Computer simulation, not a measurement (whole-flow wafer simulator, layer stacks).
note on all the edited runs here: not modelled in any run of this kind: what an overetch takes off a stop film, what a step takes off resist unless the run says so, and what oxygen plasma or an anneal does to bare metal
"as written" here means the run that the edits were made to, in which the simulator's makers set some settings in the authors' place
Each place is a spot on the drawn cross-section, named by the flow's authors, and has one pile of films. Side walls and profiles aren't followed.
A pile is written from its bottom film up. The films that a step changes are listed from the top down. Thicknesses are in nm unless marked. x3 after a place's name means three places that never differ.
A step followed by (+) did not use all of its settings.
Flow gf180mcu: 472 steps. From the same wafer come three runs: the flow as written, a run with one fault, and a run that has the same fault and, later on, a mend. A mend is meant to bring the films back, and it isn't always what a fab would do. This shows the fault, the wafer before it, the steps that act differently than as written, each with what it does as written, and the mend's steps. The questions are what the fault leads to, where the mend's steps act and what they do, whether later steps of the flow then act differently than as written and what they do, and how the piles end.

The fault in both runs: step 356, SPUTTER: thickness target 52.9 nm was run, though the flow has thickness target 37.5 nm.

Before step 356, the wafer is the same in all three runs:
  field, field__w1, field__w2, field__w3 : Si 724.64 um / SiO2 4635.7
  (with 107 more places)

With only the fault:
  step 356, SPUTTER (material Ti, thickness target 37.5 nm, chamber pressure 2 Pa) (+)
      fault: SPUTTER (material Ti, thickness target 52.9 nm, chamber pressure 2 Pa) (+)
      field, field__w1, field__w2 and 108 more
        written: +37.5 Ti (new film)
        fault: +52.9 Ti (new film)
  Later steps of the flow acting differently than as written:
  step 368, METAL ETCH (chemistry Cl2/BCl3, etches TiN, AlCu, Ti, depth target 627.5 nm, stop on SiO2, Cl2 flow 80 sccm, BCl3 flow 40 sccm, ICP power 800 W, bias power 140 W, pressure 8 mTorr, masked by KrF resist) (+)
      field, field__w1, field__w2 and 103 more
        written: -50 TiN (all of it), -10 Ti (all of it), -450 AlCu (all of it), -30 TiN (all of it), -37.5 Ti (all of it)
        fault: -50 TiN (all of it), -10 Ti (all of it), -450 AlCu (all of it), -30 TiN (all of it), -52.9 Ti (all of it)
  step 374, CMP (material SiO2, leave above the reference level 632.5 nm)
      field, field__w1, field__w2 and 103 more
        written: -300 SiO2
        fault: -284.6 SiO2
  By the end, the piles at field__w8, contact, m1, m1__w1, m1_nw depart from the flow's by more than 2% or 0.5 nm, whichever is larger.
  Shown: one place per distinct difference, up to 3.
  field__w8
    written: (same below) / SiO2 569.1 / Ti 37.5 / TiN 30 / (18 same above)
    fault: (same below) / SiO2 569.1 / Ti 52.9 / TiN 30 / (18 same above)
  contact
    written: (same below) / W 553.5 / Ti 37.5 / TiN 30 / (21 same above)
    fault: (same below) / W 553.5 / Ti 52.9 / TiN 30 / (21 same above)

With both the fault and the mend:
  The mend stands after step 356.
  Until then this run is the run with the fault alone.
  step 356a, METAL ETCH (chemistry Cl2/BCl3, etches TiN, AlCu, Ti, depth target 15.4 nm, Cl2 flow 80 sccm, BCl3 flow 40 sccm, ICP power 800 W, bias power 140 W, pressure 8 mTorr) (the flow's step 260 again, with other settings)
      field, field__w1, field__w2 and 108 more
        -15.4 Ti
  Every later step of the flow that is run acts as written at every place that is followed.
  The piles end the same as the flow's at every place that both follow.
